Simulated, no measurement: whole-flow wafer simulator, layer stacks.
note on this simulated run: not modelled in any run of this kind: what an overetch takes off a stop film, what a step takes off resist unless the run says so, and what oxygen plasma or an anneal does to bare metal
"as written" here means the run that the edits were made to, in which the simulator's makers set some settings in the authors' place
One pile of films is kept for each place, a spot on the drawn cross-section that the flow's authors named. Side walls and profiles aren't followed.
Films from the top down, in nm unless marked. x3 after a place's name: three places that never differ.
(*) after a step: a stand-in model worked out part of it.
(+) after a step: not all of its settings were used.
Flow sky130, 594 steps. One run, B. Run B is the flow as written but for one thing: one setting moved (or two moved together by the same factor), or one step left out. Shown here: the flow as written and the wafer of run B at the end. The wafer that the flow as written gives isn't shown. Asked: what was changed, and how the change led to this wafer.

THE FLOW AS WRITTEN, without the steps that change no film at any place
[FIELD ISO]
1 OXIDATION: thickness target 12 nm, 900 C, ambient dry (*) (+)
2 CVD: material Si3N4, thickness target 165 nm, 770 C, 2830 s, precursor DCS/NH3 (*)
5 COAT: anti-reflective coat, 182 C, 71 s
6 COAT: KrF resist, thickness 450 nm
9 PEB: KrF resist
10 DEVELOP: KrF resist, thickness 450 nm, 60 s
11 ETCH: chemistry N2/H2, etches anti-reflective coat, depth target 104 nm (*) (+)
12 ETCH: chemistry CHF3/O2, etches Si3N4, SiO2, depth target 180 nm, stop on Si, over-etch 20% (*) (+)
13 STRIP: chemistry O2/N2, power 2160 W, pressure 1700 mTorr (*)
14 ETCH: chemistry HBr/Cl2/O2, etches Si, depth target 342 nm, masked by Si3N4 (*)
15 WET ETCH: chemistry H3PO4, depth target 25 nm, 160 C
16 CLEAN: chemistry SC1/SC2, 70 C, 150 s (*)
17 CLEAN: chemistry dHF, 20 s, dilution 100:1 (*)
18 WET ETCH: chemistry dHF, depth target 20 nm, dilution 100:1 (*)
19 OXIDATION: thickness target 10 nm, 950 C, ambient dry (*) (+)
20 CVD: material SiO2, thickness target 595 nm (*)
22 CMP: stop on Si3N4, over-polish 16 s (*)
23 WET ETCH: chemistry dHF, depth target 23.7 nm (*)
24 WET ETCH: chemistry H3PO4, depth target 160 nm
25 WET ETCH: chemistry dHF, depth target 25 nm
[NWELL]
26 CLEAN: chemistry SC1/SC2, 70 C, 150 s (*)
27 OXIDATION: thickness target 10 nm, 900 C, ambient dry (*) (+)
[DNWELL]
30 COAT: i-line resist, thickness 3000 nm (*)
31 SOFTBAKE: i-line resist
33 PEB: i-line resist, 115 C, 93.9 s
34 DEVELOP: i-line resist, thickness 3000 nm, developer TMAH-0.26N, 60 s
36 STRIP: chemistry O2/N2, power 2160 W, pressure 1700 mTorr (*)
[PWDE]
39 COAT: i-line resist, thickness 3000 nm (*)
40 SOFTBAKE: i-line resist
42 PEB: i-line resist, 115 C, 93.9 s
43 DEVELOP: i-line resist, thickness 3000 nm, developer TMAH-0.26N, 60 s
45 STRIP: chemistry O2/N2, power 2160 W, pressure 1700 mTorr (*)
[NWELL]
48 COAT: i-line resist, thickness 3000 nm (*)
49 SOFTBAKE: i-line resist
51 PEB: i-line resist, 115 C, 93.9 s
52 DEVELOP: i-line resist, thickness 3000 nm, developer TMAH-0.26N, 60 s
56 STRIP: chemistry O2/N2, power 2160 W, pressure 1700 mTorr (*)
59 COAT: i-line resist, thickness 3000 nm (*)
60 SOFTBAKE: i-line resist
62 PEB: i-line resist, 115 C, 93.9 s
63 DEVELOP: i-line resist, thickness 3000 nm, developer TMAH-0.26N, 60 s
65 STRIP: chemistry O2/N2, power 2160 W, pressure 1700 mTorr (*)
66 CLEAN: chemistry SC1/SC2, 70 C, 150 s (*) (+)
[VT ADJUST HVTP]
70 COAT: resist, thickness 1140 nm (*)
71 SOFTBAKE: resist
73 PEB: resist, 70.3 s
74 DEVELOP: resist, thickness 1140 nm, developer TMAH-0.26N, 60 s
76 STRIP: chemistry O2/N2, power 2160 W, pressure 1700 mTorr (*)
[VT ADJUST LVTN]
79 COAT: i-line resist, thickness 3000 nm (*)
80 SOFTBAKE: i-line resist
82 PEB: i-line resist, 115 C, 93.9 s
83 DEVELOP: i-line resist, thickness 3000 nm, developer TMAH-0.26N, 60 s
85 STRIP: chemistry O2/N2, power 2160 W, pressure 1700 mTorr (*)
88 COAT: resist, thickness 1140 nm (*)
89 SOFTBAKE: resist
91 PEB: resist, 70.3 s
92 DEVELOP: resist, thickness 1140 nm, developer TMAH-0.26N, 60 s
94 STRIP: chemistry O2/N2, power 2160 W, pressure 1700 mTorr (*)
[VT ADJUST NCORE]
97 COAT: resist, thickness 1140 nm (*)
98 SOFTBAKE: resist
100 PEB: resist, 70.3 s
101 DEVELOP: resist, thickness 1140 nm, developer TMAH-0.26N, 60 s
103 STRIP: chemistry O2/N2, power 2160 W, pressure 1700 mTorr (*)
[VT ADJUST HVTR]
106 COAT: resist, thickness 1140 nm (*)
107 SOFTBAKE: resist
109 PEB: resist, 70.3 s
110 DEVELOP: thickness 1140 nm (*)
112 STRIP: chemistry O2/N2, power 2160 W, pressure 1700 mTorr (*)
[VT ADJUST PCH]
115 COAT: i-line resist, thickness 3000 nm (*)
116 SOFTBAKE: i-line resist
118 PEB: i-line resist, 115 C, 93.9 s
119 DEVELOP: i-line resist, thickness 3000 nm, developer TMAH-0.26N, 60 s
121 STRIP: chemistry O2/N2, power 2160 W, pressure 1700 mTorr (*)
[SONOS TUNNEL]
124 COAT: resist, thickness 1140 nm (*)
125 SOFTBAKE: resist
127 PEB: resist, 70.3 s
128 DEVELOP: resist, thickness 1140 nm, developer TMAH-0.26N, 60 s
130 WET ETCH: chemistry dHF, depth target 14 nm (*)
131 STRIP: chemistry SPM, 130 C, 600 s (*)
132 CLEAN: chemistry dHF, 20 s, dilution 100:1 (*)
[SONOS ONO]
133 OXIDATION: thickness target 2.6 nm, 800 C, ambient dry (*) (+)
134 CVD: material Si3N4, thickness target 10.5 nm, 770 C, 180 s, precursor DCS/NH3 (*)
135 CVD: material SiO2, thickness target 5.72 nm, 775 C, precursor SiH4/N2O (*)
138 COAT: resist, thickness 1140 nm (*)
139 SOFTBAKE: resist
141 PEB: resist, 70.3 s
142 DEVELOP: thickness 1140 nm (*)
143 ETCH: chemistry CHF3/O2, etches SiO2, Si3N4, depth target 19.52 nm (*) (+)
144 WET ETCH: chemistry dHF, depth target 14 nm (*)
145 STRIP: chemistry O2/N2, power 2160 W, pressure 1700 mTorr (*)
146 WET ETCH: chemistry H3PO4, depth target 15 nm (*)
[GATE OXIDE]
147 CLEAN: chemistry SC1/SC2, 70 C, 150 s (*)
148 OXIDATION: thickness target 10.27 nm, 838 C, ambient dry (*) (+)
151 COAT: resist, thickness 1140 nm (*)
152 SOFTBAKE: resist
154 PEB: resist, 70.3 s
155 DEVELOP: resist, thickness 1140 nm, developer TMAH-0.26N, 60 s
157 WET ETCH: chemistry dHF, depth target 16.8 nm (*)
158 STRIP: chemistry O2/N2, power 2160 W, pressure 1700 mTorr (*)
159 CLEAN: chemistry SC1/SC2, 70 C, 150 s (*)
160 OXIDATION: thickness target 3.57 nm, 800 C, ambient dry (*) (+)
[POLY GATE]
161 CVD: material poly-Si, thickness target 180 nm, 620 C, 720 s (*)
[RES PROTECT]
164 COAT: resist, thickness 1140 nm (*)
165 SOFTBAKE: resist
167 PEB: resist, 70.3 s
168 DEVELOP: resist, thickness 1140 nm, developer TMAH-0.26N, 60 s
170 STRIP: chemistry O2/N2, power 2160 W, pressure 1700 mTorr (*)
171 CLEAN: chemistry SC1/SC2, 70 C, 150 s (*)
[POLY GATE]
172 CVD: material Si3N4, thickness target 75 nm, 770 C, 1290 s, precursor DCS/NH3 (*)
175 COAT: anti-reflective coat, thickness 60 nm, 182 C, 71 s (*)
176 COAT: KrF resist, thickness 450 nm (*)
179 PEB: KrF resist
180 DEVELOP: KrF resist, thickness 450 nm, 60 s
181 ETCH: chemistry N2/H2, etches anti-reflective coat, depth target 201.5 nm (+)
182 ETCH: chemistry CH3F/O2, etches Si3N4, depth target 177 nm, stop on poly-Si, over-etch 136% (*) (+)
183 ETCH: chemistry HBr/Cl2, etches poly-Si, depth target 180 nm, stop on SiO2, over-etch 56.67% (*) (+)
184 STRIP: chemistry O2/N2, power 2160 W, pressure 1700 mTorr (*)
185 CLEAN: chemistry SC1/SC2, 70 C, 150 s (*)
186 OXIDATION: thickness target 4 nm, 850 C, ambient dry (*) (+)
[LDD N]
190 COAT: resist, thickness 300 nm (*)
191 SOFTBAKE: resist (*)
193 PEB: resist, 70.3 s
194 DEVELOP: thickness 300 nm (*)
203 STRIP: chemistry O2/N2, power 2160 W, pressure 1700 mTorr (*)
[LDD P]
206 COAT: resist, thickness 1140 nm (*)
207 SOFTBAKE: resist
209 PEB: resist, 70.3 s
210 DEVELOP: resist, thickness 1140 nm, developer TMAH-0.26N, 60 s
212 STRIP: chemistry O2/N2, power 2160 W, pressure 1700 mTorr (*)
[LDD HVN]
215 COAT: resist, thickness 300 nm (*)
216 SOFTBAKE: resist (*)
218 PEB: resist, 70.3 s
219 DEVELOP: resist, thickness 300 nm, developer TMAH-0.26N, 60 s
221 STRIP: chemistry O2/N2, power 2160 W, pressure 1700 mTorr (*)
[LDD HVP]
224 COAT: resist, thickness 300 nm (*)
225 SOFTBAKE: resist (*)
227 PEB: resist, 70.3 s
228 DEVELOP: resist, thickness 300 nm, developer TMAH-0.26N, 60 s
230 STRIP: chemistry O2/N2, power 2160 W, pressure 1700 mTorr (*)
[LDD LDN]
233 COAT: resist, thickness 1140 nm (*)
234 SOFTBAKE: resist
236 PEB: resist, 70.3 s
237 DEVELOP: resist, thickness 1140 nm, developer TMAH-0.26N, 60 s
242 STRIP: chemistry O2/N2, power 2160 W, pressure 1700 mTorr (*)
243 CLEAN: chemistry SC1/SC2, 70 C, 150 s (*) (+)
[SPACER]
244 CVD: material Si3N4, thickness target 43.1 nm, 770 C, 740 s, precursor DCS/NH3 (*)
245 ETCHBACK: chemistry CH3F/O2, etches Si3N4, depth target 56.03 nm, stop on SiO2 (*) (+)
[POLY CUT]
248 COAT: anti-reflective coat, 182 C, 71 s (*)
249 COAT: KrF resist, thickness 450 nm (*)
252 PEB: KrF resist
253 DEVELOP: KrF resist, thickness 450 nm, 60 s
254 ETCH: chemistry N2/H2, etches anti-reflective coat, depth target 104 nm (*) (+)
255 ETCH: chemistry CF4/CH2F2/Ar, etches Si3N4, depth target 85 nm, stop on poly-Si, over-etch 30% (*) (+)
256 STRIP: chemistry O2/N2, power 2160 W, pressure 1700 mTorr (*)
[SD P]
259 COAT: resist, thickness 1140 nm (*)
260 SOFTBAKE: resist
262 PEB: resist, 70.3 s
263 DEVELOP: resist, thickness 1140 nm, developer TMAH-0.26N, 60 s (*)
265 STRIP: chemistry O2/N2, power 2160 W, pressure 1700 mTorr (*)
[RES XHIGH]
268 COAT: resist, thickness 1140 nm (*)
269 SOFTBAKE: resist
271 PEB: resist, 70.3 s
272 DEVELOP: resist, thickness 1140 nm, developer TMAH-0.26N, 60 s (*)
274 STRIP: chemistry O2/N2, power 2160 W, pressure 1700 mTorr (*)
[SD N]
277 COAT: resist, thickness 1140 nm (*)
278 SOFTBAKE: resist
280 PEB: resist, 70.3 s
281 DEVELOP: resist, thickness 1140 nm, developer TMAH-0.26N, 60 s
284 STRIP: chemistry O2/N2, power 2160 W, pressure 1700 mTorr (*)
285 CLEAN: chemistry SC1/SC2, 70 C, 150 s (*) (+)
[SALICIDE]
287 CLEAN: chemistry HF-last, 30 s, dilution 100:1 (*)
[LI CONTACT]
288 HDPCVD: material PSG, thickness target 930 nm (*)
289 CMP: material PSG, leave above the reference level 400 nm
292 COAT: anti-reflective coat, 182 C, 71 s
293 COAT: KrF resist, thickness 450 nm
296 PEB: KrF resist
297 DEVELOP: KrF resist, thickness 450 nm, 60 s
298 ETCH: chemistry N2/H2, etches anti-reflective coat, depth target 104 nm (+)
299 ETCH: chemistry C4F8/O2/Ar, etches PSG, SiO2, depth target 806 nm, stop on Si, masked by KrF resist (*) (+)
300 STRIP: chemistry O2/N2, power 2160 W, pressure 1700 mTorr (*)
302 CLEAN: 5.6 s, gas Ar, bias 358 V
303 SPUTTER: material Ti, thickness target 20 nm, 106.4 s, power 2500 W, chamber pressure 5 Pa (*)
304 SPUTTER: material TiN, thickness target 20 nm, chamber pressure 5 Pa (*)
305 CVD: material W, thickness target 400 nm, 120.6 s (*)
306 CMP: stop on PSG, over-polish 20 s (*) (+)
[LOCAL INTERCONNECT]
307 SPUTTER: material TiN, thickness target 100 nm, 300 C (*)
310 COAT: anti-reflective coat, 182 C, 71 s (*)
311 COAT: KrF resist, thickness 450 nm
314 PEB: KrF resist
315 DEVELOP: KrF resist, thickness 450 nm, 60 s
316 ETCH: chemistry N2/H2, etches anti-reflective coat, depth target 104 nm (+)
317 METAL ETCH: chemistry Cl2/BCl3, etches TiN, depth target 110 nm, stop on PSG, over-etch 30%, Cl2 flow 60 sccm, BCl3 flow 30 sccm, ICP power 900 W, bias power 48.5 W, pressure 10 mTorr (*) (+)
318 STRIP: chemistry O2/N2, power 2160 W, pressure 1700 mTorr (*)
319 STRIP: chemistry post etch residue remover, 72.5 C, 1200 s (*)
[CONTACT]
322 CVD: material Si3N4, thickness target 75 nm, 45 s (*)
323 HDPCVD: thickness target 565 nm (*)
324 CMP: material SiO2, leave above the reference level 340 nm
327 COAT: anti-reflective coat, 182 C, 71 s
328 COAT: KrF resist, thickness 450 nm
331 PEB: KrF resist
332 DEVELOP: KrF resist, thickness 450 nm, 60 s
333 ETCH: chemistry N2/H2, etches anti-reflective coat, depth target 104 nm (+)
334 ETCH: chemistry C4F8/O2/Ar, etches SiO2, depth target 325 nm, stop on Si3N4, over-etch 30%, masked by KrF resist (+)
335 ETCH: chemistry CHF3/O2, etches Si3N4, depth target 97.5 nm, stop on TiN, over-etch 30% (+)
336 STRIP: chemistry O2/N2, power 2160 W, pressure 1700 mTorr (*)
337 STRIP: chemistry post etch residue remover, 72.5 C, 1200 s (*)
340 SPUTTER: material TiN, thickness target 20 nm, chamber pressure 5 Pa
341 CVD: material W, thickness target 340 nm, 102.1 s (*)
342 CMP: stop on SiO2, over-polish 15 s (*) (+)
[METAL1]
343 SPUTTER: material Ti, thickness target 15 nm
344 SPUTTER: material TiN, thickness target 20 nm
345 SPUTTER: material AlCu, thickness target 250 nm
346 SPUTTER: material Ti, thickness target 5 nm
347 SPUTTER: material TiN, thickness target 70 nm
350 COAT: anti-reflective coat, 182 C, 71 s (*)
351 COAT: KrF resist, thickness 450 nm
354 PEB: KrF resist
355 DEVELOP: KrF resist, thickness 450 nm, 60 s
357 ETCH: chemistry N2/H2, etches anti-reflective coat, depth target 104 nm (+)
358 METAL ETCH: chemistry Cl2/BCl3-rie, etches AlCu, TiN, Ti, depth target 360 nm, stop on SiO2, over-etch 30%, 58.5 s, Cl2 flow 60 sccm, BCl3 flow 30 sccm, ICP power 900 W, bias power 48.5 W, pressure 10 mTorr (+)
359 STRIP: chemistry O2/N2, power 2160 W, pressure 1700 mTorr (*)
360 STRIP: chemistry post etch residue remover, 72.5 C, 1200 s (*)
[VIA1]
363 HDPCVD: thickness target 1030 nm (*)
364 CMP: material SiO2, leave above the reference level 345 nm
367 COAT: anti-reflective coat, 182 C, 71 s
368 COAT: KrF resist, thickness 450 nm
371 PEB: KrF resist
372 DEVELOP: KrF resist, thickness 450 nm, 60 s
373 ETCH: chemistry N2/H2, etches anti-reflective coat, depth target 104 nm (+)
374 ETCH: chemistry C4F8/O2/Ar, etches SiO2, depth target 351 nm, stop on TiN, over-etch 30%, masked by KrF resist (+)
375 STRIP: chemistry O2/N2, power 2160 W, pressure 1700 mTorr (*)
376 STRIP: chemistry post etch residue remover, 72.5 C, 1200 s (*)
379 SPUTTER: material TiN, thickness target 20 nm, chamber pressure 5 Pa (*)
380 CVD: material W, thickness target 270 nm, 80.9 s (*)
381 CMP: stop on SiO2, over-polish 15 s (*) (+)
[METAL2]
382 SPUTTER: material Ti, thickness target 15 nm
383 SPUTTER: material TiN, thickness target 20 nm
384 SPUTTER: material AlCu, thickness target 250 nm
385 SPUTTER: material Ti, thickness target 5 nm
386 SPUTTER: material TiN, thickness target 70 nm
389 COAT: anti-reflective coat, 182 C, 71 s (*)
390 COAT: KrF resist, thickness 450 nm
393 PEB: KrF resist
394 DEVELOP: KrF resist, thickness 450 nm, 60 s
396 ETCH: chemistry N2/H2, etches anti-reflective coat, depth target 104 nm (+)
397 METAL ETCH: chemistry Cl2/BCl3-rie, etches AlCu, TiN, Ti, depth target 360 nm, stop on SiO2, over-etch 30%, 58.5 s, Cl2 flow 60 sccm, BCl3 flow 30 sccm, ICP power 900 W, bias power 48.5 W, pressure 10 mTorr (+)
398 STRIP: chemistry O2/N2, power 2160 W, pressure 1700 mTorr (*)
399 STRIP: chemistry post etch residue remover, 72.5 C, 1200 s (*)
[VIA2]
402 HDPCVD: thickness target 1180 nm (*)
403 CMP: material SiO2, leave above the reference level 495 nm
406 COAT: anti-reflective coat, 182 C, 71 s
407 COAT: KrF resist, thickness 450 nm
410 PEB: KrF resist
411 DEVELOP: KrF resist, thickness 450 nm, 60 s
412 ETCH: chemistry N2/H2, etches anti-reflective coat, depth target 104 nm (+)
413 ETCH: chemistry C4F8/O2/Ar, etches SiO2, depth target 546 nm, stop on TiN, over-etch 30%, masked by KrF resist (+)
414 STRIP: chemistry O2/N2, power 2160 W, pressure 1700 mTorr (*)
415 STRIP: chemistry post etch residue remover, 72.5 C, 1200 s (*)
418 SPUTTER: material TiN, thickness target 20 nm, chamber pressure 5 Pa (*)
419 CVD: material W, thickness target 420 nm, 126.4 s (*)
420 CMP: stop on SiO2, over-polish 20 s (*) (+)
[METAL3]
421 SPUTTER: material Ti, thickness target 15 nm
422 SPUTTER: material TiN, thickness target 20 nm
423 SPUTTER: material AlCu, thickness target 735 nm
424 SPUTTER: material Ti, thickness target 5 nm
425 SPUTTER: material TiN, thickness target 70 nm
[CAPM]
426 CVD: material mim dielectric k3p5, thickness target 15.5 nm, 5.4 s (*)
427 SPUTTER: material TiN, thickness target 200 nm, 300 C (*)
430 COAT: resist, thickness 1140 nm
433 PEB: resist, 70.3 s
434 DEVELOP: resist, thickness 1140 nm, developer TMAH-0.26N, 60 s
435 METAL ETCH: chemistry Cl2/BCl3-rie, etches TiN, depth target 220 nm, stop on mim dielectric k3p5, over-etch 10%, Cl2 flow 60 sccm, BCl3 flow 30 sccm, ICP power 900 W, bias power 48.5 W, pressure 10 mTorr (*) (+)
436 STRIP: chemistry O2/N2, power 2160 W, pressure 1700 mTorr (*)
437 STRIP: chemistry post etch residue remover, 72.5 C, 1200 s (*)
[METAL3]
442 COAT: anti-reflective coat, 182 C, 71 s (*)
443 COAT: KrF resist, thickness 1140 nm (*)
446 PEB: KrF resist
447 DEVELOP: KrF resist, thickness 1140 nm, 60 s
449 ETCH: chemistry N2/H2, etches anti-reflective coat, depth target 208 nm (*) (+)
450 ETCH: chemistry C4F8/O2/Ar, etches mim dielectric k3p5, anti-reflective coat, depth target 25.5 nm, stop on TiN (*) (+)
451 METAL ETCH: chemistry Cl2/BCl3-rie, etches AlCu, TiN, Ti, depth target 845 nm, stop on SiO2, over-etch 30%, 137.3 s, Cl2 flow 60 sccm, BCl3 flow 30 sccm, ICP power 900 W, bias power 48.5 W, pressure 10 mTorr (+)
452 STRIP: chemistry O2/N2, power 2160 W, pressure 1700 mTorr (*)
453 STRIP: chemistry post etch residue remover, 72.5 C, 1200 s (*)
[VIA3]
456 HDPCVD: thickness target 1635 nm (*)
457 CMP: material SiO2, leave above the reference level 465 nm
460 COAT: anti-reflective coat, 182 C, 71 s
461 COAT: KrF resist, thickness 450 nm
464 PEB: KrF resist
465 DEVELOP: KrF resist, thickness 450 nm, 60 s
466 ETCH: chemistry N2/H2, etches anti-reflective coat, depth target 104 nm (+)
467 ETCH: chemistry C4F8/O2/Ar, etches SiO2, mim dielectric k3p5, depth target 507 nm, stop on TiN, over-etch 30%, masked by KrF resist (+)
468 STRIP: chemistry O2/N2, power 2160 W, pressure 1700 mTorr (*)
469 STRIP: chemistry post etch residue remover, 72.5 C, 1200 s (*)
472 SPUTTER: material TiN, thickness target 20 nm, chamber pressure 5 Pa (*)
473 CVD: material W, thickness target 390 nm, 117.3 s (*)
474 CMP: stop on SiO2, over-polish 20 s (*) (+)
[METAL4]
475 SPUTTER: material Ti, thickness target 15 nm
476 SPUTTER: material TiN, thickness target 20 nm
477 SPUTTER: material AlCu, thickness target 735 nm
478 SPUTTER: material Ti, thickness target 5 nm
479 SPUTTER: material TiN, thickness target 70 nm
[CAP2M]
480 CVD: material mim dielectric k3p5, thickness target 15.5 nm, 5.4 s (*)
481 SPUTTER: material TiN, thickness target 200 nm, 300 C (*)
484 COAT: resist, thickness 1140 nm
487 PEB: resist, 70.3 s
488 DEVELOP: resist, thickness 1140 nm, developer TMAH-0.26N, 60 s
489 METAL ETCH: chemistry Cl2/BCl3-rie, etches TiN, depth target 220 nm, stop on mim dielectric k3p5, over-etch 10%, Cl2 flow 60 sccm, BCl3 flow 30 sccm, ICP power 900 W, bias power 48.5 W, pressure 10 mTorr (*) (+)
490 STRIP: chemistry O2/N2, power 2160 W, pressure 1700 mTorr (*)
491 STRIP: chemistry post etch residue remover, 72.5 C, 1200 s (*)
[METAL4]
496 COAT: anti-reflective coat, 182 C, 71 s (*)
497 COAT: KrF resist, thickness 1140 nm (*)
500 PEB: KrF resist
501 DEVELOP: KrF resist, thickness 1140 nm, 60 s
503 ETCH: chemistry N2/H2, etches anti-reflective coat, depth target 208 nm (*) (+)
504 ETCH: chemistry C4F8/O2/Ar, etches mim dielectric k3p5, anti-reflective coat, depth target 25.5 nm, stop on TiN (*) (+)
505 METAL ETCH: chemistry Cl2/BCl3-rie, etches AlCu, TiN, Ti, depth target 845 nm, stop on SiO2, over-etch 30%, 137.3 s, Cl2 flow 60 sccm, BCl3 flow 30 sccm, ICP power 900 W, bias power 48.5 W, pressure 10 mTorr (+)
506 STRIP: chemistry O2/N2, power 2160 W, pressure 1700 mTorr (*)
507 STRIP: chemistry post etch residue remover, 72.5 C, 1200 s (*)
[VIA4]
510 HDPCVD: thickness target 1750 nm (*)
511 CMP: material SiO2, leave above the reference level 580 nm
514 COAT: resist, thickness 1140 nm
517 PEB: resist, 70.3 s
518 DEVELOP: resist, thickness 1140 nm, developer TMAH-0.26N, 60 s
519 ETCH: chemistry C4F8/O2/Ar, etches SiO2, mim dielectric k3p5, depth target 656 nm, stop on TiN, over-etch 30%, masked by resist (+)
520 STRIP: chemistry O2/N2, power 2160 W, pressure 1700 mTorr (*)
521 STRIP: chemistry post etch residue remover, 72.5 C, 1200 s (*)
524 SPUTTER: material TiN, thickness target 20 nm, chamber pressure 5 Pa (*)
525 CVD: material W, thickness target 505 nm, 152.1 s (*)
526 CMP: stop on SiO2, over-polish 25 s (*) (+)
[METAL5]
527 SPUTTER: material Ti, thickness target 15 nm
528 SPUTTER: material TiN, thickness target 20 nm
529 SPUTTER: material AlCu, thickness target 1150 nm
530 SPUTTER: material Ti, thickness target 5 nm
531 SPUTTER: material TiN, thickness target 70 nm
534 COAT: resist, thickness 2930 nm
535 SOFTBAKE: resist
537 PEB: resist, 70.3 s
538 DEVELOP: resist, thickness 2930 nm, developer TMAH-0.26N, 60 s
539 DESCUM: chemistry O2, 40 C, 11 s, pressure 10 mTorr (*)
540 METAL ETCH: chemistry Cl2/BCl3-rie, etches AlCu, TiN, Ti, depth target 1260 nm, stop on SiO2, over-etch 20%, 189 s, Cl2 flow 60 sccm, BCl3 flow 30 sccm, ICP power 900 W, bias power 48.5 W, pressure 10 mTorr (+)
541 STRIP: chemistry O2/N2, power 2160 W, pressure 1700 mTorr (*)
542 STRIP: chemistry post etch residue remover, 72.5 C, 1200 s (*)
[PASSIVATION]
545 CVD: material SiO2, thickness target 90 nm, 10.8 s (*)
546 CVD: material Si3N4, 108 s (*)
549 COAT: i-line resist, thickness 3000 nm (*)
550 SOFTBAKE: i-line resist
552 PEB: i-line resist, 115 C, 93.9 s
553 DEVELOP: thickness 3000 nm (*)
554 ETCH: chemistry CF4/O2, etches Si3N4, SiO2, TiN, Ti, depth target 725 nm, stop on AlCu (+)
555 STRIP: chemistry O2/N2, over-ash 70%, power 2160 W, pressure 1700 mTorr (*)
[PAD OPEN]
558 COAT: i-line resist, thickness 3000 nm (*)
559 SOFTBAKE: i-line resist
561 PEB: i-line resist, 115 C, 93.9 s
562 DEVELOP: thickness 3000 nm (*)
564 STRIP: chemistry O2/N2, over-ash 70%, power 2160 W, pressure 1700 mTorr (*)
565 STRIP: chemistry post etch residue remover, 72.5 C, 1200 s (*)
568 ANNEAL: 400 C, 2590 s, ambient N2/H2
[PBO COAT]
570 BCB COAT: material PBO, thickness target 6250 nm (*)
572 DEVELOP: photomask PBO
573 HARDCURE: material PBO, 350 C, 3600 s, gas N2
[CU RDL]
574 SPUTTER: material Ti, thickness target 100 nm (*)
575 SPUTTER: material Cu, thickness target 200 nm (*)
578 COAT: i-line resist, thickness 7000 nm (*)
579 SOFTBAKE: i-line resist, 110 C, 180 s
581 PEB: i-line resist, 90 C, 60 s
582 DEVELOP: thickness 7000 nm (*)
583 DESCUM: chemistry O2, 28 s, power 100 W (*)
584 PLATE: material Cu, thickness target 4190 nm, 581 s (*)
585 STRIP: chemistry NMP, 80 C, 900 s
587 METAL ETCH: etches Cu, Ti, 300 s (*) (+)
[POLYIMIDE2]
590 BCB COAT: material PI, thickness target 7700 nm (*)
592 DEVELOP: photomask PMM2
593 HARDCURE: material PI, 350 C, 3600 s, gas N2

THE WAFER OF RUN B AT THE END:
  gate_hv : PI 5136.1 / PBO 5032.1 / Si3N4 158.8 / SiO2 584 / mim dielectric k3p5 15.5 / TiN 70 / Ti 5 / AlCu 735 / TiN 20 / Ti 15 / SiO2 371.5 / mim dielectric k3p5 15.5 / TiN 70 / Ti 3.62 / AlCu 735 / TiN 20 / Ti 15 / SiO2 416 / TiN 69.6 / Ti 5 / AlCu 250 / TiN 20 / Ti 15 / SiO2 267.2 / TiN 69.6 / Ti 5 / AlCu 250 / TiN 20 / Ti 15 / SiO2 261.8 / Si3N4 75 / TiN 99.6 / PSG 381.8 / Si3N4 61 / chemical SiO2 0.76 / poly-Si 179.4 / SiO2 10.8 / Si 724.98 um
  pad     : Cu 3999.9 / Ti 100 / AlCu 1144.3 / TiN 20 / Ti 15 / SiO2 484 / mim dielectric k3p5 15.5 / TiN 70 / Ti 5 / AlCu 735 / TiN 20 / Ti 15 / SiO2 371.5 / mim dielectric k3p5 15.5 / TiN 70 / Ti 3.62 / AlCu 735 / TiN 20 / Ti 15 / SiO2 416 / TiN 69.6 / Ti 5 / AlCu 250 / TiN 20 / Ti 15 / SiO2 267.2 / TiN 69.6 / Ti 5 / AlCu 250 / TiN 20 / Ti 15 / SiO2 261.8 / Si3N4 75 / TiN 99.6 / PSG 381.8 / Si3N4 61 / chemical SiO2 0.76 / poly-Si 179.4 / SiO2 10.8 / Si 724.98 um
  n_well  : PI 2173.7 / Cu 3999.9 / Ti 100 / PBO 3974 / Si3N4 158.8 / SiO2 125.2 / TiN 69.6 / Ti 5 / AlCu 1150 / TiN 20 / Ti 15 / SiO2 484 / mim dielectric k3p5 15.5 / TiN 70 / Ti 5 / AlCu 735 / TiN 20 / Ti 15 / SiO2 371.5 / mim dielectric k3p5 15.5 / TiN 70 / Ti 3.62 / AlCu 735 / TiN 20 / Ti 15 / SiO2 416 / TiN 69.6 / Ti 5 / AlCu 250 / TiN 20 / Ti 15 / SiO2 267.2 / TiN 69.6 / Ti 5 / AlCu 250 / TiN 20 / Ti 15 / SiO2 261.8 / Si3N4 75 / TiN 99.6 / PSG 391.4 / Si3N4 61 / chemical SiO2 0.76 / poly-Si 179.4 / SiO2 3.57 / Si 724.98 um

The cause: step 424, SPUTTER: thickness target 3.62 nm was run, where the flow has thickness target 5 nm.
It can be read off the wafer: gate_hv has Ti 3.62, and step 424 as written asks for 5 nm.

How the change led to this, step by step:
  424 SPUTTER: material Ti, thickness target 5 nm
      field, active, n_well and 188 more: Ti +3.62 (new film) (as written it would be: Ti +5 (new film))
  451 METAL ETCH: chemistry Cl2/BCl3-rie, etches AlCu, TiN, Ti, depth target 845 nm, stop on SiO2, over-etch 30%, 137.3 s, Cl2 flow 60 sccm, BCl3 flow 30 sccm, ICP power 900 W, bias power 48.5 W, pressure 10 mTorr (+)
      field, gate, spacer and 68 more: TiN -70 (all of it), Ti -3.62 (all of it), AlCu -735 (all of it), TiN -20 (all of it), Ti -15 (all of it), SiO2 -25.5 (as written it would be: TiN -70 (all of it), Ti -5 (all of it), AlCu -735 (all of it), TiN -20 (all of it), Ti -15 (all of it), SiO2 -25.4)
      active, vpp_ln, vpp_iso2 and 11 more: TiN -70 (all of it), Ti -3.62 (all of it), AlCu -735 (all of it), TiN -20 (all of it), Ti -15 (all of it), SiO2 -25.5 (as written it would be: TiN -70 (all of it), Ti -5 (all of it), AlCu -735 (all of it), TiN -20 (all of it), Ti -15 (all of it), SiO2 -25.3)
